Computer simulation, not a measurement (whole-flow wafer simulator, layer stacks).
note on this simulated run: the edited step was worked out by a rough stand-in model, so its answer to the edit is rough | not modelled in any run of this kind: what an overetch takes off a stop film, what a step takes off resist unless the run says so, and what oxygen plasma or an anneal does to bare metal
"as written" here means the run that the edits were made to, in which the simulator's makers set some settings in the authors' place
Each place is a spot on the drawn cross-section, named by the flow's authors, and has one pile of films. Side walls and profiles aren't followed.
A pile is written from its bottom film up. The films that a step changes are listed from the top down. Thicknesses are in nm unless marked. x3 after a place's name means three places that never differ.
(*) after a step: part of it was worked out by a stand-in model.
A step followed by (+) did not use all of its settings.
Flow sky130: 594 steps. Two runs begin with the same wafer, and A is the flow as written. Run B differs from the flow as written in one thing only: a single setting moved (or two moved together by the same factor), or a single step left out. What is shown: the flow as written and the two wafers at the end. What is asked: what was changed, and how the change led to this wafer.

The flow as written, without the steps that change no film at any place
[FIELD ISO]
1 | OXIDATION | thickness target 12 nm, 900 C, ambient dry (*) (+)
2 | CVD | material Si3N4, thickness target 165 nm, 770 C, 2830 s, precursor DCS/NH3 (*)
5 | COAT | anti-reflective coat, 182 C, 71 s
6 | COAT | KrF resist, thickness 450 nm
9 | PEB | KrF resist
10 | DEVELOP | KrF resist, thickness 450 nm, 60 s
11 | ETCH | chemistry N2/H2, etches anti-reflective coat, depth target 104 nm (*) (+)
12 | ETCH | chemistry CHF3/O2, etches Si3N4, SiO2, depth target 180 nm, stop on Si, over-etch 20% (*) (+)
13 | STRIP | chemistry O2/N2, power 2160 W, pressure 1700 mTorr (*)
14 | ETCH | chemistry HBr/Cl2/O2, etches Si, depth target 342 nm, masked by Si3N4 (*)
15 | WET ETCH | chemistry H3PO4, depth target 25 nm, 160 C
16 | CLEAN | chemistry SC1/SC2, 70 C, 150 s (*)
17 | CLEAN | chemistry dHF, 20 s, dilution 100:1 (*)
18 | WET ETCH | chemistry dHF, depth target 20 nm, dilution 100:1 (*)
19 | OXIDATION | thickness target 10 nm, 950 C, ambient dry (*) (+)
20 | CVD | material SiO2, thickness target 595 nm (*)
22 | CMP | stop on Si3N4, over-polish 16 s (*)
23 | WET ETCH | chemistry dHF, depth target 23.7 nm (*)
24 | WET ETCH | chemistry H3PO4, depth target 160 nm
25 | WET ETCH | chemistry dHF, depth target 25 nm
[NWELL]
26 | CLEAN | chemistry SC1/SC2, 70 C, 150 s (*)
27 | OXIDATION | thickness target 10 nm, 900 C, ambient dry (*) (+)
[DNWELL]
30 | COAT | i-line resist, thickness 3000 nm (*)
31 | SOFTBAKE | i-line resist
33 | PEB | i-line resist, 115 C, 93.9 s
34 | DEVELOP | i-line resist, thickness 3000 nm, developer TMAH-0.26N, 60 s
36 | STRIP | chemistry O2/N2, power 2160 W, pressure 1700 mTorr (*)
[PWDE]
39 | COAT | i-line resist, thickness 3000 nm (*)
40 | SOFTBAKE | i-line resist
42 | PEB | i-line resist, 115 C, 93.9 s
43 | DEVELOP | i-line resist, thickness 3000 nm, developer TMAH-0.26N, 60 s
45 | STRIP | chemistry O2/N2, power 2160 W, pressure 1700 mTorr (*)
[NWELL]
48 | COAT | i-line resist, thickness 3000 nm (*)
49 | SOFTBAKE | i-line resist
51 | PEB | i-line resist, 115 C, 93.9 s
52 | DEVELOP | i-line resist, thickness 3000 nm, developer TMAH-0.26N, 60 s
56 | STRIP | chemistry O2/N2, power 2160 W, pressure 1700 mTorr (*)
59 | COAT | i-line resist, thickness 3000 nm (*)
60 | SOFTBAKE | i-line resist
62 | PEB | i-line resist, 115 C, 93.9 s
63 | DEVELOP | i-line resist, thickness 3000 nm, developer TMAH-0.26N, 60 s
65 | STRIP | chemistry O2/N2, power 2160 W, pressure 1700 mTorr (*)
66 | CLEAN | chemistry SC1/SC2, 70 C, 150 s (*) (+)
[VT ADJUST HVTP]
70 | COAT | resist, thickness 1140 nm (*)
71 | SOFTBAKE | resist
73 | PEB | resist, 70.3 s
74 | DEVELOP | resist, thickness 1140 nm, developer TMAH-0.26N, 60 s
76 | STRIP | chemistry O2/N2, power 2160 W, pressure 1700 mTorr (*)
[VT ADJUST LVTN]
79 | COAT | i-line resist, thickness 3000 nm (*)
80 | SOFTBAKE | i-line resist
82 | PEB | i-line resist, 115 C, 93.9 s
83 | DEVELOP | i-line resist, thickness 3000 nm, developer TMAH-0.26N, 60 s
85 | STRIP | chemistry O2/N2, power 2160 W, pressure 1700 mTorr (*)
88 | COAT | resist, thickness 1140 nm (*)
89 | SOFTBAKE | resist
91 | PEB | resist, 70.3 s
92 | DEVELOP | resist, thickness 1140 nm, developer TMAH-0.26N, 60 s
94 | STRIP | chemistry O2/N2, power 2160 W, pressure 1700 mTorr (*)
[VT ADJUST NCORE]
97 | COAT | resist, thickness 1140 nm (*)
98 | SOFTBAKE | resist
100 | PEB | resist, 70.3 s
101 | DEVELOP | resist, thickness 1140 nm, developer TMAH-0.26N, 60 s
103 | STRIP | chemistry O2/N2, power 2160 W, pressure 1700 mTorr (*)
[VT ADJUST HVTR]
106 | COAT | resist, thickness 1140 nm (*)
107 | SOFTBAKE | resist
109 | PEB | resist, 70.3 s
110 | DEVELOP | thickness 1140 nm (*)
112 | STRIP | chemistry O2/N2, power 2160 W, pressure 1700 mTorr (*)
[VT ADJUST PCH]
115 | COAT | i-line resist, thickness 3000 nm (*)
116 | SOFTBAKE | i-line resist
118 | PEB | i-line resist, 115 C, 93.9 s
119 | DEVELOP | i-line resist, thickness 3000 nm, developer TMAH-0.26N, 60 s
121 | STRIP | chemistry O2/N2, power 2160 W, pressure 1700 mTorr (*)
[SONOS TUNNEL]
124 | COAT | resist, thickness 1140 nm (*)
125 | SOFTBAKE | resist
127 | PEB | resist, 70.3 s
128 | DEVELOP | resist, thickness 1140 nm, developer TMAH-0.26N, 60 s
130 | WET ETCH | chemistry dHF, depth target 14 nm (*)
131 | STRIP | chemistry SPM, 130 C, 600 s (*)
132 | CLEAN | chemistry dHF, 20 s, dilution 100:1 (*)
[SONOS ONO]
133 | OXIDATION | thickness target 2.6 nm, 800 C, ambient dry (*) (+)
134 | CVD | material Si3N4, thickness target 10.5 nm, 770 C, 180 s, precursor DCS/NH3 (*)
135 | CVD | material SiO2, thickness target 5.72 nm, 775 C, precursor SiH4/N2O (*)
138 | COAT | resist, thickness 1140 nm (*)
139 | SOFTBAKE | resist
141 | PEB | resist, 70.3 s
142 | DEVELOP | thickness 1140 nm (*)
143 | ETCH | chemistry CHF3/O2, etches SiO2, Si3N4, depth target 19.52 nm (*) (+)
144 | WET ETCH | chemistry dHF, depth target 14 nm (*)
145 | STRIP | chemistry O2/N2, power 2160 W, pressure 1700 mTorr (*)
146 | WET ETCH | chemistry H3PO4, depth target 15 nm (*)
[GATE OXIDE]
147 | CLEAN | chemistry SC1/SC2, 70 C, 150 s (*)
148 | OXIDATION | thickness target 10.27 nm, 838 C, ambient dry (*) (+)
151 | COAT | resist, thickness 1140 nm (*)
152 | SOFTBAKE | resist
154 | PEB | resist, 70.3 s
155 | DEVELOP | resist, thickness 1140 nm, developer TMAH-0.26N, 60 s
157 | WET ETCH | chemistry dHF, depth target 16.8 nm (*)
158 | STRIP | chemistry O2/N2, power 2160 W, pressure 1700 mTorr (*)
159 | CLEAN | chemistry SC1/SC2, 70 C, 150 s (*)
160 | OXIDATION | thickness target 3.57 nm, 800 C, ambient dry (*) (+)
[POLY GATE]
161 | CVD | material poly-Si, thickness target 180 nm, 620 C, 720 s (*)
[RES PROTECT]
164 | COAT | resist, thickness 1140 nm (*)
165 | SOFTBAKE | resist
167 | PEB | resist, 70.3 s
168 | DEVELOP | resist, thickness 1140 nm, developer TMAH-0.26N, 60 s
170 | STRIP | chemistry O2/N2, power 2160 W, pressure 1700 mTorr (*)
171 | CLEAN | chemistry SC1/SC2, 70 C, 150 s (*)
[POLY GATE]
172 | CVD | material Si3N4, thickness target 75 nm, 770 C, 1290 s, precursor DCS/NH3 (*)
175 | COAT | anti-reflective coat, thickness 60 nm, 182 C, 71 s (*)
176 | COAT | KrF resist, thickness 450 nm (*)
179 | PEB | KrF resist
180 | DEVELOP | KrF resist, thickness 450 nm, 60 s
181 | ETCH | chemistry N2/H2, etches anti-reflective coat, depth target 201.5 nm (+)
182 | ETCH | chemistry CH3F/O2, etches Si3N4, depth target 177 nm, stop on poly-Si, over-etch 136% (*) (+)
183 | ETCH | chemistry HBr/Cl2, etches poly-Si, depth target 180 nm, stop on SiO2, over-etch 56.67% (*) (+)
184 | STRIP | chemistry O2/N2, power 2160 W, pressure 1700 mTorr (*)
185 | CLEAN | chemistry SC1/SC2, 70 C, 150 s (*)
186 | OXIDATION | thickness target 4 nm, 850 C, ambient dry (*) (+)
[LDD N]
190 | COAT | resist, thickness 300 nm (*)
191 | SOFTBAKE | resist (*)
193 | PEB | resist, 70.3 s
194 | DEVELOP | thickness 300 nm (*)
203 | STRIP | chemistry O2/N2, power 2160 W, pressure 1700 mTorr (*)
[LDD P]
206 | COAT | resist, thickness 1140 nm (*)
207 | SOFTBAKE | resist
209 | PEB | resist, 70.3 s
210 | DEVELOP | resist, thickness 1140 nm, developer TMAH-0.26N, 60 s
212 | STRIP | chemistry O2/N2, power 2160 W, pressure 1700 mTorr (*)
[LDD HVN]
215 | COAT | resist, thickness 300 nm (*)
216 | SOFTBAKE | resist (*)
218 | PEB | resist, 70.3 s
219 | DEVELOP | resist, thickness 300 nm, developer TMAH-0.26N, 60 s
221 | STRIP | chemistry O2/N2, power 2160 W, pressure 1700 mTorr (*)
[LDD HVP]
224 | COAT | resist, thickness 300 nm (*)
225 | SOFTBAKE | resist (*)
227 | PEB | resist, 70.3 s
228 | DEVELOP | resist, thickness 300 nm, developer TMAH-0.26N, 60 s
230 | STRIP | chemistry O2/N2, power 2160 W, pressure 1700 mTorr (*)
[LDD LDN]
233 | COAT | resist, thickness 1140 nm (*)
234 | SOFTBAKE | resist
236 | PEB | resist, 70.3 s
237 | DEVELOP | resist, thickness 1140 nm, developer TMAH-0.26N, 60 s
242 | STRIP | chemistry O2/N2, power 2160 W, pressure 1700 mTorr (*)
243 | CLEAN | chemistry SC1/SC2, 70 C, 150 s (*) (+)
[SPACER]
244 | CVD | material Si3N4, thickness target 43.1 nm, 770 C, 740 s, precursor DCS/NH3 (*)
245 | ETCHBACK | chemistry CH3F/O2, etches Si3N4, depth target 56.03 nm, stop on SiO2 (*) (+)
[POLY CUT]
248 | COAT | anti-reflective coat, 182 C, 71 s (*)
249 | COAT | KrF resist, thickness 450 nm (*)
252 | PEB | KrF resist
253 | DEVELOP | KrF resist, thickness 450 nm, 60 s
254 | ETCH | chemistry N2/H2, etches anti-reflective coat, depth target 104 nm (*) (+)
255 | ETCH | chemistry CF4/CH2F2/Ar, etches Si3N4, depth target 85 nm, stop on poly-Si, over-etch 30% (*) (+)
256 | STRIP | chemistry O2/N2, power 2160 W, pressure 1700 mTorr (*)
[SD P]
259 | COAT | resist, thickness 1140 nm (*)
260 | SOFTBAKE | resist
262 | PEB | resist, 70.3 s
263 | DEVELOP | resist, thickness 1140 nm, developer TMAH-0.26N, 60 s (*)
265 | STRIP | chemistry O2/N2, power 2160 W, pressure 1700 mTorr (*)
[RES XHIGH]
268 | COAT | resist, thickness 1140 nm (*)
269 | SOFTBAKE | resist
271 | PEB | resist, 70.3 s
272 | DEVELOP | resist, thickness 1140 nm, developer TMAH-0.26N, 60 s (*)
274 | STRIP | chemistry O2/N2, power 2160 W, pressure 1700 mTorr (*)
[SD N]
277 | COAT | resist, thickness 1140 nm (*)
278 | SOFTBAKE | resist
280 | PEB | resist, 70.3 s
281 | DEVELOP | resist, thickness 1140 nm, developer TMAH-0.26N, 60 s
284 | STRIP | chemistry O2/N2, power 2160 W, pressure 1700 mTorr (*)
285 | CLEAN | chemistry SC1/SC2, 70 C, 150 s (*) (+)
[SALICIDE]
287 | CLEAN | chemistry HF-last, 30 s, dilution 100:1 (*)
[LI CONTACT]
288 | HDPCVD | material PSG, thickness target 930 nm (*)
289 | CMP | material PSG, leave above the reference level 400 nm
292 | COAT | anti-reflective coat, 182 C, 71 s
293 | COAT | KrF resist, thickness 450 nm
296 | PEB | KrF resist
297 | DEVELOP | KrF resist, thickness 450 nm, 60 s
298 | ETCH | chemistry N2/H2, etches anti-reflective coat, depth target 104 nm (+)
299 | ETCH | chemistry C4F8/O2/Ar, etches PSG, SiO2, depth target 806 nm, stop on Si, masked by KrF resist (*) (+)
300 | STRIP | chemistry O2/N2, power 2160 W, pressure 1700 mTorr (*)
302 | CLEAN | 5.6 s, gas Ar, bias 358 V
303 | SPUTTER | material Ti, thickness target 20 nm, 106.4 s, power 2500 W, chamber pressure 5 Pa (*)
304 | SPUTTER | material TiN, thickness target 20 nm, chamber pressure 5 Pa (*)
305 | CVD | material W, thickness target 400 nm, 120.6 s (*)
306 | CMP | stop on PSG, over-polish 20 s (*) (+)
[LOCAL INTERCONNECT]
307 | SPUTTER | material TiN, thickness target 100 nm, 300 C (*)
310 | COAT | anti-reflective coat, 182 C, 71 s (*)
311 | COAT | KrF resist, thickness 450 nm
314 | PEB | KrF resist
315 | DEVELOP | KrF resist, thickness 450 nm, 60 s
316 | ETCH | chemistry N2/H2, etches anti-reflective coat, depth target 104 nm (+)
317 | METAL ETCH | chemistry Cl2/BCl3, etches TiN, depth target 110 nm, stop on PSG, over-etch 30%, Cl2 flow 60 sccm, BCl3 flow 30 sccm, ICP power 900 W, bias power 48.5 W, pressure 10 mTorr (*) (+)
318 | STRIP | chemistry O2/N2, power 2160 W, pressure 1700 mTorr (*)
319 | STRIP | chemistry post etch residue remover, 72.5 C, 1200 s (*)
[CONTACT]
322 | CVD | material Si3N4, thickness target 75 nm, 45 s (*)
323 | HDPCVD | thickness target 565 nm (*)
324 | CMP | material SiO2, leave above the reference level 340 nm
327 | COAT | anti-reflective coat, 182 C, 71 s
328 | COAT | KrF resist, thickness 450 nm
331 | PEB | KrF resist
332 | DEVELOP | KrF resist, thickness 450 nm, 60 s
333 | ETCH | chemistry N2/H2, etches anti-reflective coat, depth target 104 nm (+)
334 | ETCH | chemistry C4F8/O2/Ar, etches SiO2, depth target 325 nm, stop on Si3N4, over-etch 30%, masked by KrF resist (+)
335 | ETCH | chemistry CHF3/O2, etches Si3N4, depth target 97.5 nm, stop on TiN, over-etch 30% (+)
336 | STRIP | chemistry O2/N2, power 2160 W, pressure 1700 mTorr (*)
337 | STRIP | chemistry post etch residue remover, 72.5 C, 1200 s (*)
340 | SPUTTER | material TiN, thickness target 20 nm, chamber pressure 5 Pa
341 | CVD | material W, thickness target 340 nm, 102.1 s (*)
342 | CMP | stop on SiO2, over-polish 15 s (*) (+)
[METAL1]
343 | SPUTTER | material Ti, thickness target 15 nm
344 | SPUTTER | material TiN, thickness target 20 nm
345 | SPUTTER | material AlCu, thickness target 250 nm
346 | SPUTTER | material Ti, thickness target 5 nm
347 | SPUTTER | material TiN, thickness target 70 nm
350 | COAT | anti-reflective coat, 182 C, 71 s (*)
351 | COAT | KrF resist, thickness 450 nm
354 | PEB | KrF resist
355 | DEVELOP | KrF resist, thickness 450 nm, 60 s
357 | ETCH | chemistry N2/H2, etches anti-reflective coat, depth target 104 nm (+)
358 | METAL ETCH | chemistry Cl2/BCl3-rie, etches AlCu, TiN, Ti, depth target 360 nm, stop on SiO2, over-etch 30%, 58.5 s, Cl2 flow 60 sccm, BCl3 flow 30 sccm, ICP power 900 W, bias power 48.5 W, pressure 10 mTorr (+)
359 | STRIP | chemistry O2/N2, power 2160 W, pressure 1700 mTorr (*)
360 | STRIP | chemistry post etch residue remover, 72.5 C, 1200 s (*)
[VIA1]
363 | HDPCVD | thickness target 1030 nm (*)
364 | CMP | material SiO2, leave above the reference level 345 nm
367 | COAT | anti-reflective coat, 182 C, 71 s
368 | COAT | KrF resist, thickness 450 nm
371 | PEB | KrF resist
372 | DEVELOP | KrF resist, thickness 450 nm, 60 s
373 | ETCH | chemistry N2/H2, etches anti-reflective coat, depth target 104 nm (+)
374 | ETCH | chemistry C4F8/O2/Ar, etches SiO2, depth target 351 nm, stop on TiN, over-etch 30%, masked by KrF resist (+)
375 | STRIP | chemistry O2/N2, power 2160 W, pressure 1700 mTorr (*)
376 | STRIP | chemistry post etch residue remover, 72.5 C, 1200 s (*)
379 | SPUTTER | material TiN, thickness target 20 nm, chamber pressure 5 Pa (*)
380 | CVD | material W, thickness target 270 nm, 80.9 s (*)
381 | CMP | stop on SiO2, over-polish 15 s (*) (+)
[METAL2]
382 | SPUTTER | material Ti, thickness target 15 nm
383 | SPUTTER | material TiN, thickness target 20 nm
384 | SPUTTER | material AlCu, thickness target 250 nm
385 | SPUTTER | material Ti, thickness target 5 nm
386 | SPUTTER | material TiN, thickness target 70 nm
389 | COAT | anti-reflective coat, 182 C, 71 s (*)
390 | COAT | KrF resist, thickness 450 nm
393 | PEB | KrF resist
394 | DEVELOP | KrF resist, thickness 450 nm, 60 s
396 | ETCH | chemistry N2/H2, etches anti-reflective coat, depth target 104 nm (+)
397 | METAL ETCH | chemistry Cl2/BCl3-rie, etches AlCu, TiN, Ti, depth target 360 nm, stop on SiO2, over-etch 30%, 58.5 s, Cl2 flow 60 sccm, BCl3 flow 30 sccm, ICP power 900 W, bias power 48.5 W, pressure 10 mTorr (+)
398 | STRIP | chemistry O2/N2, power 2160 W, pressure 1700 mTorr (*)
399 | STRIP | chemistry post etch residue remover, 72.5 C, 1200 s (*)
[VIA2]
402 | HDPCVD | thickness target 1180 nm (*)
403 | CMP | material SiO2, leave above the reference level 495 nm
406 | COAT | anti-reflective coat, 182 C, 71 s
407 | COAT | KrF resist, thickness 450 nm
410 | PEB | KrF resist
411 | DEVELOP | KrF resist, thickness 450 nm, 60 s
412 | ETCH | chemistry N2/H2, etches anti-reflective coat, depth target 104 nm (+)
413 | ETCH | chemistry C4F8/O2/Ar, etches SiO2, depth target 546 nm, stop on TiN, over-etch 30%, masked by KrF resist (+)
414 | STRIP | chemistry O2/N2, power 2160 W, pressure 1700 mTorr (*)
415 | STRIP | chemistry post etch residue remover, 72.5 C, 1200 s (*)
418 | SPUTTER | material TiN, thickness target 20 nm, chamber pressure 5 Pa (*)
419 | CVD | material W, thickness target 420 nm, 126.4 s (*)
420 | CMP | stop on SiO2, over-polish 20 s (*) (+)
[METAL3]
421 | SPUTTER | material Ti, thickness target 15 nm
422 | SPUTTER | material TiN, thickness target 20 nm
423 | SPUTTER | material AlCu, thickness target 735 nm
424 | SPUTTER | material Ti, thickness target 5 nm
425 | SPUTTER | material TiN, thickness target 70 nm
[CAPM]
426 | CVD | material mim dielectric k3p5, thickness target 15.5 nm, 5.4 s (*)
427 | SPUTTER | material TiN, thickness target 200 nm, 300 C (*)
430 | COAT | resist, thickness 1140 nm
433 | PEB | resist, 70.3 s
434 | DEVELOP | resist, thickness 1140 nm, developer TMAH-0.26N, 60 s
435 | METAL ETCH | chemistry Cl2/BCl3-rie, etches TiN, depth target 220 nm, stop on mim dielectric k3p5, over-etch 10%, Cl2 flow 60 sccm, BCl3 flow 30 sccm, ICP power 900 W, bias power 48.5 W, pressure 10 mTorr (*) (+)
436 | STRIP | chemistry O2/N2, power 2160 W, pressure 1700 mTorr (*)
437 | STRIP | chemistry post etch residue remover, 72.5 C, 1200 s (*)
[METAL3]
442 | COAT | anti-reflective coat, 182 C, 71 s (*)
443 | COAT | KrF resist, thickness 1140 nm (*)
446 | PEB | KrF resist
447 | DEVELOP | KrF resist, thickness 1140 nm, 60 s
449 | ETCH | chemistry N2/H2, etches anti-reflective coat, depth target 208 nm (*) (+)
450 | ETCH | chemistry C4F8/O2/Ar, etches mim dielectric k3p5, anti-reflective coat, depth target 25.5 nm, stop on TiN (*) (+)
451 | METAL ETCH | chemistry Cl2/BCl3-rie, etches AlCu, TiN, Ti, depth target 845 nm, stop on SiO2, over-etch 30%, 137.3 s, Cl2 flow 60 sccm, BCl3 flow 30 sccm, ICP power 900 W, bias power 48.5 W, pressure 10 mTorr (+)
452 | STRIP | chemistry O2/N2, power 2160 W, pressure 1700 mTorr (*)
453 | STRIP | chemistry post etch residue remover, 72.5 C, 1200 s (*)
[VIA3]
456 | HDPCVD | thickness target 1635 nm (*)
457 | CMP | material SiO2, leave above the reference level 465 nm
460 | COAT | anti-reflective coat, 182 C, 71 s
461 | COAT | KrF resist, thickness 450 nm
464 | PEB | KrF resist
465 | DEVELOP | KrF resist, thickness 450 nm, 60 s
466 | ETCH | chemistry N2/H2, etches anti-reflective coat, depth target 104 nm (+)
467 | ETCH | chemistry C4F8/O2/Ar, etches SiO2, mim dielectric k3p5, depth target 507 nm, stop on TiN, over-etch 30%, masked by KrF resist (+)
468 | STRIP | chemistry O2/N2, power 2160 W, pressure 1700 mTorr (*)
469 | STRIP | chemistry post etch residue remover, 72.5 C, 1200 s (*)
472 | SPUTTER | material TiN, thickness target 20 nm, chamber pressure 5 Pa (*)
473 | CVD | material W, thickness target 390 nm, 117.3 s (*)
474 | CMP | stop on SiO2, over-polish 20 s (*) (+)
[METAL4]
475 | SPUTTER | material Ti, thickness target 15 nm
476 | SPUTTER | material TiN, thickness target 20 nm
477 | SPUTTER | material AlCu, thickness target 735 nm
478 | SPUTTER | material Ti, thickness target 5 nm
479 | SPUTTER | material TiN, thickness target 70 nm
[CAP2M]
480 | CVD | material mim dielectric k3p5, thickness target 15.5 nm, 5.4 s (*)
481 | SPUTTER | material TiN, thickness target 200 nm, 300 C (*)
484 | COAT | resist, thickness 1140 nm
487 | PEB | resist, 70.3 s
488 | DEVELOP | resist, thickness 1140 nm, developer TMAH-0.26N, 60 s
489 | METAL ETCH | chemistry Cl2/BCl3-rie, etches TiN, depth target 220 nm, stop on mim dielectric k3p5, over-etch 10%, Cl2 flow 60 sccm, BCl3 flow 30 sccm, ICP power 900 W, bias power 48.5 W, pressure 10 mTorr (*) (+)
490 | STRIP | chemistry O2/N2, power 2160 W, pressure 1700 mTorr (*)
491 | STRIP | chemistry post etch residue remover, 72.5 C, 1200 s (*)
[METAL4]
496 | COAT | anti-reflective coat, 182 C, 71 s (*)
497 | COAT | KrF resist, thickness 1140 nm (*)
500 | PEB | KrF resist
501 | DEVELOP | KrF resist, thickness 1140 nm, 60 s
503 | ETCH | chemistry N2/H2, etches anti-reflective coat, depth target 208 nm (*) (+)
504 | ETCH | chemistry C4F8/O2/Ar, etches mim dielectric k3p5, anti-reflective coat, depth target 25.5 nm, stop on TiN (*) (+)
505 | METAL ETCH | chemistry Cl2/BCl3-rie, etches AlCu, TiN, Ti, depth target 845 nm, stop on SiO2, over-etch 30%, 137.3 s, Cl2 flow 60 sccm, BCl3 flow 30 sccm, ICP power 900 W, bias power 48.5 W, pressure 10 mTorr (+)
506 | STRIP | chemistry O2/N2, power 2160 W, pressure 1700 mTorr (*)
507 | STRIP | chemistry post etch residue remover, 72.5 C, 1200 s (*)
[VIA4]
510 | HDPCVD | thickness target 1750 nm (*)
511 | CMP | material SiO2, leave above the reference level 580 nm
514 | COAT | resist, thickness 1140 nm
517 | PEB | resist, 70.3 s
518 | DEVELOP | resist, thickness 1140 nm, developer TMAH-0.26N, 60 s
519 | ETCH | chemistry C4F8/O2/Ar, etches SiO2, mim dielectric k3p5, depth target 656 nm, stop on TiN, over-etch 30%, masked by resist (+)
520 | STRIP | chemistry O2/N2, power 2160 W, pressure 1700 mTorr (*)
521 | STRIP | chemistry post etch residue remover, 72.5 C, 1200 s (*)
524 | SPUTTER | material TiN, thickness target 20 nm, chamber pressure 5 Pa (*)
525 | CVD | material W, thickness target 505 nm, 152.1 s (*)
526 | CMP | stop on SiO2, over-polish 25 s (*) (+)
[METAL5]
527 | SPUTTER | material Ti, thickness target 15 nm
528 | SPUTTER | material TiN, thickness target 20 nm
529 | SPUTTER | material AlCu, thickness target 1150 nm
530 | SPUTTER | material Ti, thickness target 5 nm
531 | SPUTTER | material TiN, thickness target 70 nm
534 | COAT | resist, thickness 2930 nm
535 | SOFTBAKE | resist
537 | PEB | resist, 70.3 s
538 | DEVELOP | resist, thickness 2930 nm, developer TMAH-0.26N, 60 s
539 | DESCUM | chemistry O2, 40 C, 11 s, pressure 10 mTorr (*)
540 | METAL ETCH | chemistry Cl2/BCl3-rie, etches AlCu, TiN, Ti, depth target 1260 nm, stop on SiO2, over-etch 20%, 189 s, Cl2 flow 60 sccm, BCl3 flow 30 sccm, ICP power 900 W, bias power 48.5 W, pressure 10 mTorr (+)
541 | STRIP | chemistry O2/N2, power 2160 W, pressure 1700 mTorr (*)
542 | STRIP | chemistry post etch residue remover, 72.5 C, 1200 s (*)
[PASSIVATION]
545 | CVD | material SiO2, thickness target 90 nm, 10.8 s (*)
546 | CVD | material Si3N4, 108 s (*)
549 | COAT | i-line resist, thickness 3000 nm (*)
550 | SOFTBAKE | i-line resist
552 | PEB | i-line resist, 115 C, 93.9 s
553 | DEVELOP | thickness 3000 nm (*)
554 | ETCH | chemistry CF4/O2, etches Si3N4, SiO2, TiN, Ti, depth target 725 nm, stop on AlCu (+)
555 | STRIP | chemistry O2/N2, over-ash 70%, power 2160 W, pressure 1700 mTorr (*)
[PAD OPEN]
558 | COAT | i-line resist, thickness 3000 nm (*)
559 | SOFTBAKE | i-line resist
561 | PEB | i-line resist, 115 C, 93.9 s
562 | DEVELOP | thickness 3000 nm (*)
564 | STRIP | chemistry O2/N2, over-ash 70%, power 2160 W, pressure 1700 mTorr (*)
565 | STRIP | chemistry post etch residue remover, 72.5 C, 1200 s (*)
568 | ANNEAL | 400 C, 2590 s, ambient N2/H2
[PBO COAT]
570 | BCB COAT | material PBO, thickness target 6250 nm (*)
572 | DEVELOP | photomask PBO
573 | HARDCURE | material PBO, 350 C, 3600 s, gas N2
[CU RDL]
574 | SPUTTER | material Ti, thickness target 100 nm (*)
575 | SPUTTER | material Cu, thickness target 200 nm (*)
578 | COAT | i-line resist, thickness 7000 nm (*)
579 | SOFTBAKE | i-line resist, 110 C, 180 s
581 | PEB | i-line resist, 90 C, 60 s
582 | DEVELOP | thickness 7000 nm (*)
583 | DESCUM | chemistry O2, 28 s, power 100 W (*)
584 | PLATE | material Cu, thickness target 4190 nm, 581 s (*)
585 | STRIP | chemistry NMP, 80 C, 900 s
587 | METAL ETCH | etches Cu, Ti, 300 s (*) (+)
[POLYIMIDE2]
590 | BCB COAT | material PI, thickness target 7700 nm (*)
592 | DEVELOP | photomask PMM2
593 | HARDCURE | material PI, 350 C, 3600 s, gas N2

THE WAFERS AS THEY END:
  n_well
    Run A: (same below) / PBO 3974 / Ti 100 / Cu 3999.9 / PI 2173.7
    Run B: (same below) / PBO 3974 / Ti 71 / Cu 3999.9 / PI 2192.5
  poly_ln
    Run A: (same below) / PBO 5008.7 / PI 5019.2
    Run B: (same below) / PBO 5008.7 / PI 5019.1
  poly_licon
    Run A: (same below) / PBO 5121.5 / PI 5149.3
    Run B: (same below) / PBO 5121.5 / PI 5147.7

What caused this: step 574, SPUTTER: thickness target 71 nm was run, whereas the flow has thickness target 100 nm.
The wafer itself shows it: n_well has Ti 71, and step 574 as written asks for 100 nm.

Step by step, how the change led to this:
  574 | SPUTTER | material Ti, thickness target 100 nm (*)
      field, active, n_well and 190 more: A +100 Ti (new film) | B +71 Ti (new film)
  587 | METAL ETCH | etches Cu, Ti, 300 s (*) (+)
      field, active, gate and 167 more: A -200 Cu (all of it), -100 Ti (all of it) | B -200 Cu (all of it), -71 Ti (all of it)
  590 | BCB COAT | material PI, thickness target 7700 nm (*)
      de16_gate_nw: A +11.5 um PI (new film) | B +11.48 um PI (new film)
